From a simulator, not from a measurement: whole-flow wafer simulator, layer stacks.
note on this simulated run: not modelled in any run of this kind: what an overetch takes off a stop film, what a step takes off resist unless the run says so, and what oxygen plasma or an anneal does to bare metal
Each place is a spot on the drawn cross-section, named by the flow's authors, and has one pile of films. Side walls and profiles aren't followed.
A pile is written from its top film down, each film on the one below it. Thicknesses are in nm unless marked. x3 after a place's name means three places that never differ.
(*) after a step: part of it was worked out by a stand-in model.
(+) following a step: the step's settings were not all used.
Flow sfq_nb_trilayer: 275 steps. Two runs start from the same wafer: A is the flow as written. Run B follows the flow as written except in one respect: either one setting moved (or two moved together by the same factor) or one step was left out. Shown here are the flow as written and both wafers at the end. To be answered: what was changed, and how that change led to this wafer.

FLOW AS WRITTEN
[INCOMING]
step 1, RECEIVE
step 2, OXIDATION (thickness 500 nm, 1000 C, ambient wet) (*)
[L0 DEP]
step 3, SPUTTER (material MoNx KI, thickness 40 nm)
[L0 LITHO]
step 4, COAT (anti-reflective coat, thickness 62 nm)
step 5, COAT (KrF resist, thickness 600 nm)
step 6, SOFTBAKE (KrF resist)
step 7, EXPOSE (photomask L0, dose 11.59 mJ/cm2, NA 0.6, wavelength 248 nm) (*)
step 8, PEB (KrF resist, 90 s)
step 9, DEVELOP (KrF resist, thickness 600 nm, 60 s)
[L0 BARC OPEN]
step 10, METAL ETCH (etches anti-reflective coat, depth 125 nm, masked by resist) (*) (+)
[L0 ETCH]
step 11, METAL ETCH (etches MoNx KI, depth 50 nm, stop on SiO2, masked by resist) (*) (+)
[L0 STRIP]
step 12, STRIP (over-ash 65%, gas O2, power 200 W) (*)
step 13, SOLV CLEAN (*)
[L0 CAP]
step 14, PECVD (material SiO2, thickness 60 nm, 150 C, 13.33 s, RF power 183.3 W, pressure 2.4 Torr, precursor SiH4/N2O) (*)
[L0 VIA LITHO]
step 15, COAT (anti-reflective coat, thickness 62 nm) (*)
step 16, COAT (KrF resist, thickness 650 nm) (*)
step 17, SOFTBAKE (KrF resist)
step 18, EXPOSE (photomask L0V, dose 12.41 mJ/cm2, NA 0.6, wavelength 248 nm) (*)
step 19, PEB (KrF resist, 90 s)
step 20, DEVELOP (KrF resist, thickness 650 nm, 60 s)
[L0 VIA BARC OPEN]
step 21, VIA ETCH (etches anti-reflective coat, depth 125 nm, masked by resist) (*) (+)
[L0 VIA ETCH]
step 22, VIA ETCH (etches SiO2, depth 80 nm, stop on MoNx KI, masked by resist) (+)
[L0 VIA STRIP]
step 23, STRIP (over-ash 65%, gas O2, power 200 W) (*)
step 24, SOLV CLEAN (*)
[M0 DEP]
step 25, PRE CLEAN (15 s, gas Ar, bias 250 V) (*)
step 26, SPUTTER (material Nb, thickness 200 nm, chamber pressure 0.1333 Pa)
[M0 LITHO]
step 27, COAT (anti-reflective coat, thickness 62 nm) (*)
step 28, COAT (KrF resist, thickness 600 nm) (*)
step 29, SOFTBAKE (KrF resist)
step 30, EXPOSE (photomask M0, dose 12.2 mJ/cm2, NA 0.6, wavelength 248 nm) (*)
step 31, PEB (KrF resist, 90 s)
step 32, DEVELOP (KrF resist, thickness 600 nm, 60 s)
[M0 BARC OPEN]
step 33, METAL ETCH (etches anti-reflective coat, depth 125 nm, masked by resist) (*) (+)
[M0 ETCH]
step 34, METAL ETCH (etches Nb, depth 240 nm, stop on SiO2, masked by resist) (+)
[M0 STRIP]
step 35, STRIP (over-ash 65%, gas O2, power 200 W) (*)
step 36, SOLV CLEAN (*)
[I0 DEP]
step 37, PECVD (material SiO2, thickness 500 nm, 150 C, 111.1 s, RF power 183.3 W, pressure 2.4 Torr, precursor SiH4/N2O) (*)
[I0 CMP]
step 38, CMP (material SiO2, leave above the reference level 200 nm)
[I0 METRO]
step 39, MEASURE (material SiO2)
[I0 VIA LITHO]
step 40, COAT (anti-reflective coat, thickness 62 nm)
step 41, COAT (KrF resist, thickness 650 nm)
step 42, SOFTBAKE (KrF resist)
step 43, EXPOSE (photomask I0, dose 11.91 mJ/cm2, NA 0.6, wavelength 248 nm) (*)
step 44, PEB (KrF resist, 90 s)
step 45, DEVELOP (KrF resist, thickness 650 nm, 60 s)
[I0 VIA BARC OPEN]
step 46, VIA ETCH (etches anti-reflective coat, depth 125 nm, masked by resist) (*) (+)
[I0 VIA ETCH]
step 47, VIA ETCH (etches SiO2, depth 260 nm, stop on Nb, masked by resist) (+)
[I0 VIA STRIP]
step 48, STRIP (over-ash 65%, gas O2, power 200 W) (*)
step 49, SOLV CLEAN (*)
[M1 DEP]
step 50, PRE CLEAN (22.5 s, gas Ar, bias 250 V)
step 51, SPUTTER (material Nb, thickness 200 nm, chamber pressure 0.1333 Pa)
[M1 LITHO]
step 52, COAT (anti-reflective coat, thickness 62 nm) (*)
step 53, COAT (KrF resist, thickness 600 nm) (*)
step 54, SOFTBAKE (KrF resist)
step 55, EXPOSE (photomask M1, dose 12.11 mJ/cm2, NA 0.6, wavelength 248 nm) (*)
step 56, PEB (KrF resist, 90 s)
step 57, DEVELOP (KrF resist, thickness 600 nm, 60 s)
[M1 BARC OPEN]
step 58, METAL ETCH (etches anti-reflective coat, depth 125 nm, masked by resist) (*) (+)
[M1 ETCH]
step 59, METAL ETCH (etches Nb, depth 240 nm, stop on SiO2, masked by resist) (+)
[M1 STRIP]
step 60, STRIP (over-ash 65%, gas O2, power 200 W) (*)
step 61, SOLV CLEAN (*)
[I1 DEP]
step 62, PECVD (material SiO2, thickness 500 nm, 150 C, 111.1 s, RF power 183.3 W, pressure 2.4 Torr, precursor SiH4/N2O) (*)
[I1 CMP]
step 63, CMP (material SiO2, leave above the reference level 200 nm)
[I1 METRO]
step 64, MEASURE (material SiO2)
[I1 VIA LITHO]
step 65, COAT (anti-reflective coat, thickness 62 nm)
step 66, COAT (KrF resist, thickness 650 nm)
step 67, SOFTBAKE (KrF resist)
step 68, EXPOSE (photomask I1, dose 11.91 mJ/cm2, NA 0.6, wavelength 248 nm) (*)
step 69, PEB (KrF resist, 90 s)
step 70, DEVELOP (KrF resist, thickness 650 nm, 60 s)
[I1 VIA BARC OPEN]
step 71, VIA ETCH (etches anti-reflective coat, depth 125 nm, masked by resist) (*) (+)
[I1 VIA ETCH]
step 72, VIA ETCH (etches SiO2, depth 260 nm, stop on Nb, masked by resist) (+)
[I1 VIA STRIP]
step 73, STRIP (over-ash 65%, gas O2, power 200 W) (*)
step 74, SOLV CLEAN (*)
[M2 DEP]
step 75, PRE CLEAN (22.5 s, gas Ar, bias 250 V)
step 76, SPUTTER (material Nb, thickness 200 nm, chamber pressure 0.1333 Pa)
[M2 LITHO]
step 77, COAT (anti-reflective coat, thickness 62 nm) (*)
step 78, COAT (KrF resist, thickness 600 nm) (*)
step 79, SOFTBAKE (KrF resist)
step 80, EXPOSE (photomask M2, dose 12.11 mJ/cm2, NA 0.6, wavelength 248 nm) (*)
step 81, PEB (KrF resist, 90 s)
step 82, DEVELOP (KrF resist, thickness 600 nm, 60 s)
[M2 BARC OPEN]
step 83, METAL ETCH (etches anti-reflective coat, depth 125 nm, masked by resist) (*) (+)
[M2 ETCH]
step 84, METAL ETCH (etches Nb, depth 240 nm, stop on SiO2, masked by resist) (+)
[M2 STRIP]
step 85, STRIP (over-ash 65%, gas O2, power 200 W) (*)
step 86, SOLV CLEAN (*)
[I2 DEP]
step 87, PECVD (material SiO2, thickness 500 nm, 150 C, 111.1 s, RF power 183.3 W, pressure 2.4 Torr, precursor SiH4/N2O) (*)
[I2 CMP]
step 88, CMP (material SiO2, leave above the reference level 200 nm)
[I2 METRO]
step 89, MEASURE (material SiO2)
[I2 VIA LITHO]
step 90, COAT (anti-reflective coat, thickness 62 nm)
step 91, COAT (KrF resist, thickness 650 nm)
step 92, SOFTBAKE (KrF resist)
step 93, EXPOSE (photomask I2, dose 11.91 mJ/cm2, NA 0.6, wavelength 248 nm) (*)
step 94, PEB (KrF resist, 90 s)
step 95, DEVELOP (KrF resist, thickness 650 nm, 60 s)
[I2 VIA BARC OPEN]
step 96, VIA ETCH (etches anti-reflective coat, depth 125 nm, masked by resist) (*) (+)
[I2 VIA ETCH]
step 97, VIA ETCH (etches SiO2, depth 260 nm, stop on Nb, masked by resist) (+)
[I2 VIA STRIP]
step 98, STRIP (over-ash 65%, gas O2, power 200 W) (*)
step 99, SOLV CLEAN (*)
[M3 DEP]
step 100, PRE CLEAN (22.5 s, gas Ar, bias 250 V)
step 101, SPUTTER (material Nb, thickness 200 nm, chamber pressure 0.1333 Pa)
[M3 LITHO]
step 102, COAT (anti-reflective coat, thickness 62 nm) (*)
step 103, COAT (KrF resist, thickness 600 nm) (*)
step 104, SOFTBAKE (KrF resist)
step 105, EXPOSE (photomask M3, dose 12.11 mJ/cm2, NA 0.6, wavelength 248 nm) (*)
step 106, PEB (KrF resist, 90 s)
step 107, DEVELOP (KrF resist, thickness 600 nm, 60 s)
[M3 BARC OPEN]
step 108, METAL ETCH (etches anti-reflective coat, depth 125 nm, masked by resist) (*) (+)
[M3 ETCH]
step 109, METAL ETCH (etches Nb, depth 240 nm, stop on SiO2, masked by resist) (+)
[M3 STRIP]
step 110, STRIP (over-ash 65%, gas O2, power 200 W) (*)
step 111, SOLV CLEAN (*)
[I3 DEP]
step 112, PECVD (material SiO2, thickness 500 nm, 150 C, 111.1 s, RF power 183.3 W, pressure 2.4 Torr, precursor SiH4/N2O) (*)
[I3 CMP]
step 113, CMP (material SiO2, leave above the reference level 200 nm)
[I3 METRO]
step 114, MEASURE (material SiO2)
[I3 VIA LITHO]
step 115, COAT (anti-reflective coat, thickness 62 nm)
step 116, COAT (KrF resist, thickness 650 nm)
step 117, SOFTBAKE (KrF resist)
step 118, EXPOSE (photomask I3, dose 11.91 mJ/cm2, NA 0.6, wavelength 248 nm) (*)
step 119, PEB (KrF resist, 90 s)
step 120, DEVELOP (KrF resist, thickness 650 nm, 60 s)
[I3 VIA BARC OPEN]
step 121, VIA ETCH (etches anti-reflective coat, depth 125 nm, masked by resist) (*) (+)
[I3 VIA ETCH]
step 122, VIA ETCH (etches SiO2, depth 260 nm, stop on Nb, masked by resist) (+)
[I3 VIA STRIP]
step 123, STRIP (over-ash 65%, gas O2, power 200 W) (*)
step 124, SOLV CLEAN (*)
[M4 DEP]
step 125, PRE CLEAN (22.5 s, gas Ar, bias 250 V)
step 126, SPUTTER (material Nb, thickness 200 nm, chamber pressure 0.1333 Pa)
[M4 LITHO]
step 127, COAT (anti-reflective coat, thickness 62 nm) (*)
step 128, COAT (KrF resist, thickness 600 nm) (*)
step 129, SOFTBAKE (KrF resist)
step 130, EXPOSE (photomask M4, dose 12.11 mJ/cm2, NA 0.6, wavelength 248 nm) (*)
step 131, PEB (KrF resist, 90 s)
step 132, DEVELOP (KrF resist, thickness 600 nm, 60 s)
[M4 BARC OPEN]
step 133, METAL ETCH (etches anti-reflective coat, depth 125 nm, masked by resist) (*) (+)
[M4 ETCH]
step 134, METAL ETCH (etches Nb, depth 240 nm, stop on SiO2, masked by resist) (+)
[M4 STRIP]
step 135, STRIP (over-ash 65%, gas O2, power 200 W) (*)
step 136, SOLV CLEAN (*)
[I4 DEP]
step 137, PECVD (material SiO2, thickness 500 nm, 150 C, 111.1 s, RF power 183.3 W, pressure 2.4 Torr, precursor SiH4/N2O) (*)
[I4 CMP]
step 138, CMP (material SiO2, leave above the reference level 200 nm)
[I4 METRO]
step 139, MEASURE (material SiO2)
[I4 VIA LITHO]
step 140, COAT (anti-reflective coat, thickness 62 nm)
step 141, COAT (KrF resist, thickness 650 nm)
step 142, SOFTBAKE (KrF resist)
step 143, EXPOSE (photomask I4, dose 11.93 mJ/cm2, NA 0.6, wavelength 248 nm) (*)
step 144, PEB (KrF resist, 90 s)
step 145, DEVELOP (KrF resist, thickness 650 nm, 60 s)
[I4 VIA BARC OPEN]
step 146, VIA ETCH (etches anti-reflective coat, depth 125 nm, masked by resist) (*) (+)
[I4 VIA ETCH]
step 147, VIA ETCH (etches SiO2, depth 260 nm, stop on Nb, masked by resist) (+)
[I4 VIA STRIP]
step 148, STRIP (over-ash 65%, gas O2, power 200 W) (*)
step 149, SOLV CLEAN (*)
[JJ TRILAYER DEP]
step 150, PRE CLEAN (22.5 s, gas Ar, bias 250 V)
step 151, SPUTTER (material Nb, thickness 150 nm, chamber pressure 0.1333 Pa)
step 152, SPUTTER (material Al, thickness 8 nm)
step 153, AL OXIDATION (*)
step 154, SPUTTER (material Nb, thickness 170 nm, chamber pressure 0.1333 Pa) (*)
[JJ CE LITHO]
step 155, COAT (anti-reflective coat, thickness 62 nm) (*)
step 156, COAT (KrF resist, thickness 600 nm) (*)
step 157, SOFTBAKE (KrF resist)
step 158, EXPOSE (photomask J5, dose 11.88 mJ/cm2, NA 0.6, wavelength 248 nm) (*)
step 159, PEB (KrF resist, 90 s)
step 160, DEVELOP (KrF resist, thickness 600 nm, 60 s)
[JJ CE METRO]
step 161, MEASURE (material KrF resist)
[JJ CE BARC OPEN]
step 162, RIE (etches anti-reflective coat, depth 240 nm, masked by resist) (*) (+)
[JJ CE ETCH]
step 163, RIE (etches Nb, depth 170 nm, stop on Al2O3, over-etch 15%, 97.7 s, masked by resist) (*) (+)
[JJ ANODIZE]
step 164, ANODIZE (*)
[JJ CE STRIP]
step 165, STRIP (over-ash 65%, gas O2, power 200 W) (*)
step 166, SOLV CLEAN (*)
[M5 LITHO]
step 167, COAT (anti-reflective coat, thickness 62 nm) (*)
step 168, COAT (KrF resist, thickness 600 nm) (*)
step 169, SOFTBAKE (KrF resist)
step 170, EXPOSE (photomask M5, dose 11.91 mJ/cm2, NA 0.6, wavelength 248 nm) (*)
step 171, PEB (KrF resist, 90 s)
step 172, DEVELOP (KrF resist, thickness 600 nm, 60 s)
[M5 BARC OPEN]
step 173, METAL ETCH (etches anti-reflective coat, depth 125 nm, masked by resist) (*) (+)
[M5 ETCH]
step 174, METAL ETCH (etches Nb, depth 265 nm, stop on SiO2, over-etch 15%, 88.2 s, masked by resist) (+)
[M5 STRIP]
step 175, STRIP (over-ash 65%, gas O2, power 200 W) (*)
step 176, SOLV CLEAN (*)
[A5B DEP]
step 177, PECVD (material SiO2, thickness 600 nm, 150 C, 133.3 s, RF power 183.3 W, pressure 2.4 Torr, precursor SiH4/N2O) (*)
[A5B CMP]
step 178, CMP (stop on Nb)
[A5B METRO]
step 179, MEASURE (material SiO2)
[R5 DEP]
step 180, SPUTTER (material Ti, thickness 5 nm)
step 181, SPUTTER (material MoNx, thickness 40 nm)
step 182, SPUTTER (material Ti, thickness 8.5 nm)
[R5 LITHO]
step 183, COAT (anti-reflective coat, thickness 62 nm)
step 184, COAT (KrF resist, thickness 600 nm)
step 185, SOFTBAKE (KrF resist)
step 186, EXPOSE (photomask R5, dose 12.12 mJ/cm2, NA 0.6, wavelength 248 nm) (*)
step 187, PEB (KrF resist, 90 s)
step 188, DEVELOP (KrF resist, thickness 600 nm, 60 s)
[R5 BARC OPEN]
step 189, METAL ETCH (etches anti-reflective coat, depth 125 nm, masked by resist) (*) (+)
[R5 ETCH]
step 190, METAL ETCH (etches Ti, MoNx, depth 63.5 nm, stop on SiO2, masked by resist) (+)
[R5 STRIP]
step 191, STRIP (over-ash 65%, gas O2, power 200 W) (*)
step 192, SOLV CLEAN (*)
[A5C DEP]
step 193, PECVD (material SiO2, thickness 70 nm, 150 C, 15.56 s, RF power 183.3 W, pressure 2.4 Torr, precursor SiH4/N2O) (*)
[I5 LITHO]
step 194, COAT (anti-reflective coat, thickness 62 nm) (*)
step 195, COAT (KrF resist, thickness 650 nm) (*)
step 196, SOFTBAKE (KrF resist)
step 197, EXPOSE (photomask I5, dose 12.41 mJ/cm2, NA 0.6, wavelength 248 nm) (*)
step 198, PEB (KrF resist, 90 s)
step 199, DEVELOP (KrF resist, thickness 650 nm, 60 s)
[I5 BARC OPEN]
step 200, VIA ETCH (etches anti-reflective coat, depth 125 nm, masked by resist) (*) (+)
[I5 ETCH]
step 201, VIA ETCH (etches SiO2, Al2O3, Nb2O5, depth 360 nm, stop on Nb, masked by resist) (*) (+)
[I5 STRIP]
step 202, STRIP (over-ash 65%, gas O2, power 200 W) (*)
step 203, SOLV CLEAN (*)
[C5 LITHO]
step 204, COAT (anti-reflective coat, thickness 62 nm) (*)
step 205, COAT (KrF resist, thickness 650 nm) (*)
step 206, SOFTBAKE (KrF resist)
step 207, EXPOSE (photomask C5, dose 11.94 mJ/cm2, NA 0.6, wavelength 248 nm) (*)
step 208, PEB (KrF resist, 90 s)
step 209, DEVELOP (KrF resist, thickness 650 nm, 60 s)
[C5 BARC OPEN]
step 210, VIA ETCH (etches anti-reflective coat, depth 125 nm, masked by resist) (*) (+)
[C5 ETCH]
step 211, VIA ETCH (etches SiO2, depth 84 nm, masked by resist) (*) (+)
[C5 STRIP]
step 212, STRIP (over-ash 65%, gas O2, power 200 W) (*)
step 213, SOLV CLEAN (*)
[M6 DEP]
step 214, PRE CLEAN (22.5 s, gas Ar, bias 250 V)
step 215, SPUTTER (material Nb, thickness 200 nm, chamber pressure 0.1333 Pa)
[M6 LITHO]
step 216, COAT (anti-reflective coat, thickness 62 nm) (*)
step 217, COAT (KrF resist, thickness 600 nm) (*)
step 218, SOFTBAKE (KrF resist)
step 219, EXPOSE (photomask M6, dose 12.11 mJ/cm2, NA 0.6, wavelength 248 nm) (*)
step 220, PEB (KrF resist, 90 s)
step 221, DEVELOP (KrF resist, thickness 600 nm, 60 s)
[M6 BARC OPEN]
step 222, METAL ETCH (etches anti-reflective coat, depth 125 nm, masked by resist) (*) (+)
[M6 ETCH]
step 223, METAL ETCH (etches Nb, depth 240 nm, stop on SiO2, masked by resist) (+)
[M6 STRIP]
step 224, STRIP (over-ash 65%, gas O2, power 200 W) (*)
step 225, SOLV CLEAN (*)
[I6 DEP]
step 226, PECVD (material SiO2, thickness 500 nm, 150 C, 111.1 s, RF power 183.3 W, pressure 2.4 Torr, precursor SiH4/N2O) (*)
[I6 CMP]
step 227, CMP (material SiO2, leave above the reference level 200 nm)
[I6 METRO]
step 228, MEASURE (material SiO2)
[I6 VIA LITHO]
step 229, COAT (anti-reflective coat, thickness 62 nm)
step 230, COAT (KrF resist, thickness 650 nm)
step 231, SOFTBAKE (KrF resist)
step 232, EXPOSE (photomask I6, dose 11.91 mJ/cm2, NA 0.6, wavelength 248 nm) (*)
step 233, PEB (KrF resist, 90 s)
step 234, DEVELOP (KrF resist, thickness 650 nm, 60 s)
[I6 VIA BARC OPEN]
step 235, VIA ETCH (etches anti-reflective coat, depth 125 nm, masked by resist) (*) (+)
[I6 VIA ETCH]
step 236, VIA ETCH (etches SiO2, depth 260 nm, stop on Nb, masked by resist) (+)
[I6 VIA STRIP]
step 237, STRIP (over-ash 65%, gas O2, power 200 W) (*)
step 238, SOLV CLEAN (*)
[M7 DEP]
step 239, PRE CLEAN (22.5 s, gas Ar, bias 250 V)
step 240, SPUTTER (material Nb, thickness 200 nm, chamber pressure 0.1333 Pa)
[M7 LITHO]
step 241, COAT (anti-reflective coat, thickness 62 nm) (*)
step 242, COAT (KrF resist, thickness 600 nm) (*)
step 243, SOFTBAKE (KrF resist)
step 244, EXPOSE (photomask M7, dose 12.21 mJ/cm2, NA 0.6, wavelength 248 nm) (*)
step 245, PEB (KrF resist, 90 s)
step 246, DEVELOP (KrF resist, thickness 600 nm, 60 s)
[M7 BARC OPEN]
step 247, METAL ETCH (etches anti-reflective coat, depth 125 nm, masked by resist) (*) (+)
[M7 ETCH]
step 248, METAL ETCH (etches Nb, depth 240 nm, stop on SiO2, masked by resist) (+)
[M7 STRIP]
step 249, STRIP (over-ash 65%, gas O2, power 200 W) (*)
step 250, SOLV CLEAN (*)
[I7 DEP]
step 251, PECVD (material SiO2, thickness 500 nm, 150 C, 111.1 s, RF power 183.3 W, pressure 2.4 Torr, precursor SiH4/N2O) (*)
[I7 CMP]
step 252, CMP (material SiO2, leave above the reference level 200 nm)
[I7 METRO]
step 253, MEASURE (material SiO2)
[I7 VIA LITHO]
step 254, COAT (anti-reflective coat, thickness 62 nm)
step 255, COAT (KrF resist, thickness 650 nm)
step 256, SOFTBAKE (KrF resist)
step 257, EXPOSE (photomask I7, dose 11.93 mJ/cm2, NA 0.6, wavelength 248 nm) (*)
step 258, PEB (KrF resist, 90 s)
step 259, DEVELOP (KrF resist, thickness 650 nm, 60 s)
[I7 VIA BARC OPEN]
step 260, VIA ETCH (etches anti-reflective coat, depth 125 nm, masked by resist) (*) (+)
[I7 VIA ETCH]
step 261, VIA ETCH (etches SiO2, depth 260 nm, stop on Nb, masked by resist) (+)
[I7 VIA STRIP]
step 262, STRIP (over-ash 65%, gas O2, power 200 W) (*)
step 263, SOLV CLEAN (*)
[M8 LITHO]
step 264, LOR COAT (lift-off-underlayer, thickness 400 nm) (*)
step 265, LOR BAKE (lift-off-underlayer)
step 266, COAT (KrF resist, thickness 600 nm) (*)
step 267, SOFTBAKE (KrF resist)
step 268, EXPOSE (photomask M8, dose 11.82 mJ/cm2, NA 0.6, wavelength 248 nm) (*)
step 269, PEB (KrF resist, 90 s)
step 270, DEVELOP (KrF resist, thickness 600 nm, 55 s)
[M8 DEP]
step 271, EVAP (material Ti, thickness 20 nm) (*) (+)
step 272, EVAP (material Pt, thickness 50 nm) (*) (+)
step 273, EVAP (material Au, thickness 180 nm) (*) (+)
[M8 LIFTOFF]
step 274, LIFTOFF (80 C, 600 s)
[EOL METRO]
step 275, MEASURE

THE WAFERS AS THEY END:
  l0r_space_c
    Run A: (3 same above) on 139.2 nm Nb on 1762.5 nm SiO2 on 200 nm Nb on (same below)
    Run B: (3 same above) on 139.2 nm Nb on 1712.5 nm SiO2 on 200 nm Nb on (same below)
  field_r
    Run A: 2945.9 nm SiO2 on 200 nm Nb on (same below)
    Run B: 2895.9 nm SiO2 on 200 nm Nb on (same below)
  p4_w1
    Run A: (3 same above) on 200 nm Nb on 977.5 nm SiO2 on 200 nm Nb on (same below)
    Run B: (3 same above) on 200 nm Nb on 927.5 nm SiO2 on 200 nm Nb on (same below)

Cause: step 51, SPUTTER: thickness 150 nm was run, while the flow as written has thickness 200 nm.

Step by step, how the change led to this:
  step 51, SPUTTER (material Nb, thickness 200 nm, chamber pressure 0.1333 Pa)
      field_l, v_sur, via_wl and 102 more: A +200 Nb (new film) | B +150 Nb (new film)
      via_w: A +174.5 Nb | B +131.5 Nb
  step 52, COAT (anti-reflective coat, thickness 62 nm) (*)
      via_wl: A +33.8 anti-reflective coat (new film) | B +32.9 anti-reflective coat (new film)
      via_wr: A +34.9 anti-reflective coat (new film) | B +34.1 anti-reflective coat (new film)
  step 59, METAL ETCH (etches Nb, depth 240 nm, stop on SiO2, masked by resist) (+)
      field_l, be, be_sur and 79 more: A -200 Nb (all of it) | B -150 Nb (all of it)
      v_sur, via_wl, via_w and 21 more: A -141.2 KrF resist | B -132.4 KrF resist
  step 60, STRIP (over-ash 65%, gas O2, power 200 W) (*)
      wl_j_sl, wl_jj, wl_j_sr and 13 more: A -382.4 KrF resist (all of it), -62 anti-reflective coat (all of it) | B -391.2 KrF resist (all of it), -62 anti-reflective coat (all of it)
      v_sur: A -365.9 KrF resist (all of it), -61.1 anti-reflective coat (all of it) | B -375.1 KrF resist (all of it), -60.9 anti-reflective coat (all of it)
      (and at 6 other places as well)
  step 62, PECVD (material SiO2, thickness 500 nm, 150 C, 111.1 s, RF power 183.3 W, pressure 2.4 Torr, precursor SiH4/N2O) (*)
      wl_d_sl, wl_d_sr: A +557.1 SiO2 | B +507.1 SiO2
      via_w: A +606 SiO2 (new film) | B +593.6 SiO2 (new film)
  step 63, CMP (material SiO2, leave above the reference level 200 nm)
      field_l, be, be_sur and 72 more: A -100 SiO2 | B -150 SiO2
      lsp_m, ln_m6, lsp_r, l0_sur, l0v: A -94.9 SiO2 | B -150 SiO2
      (and at 1 other place as well)
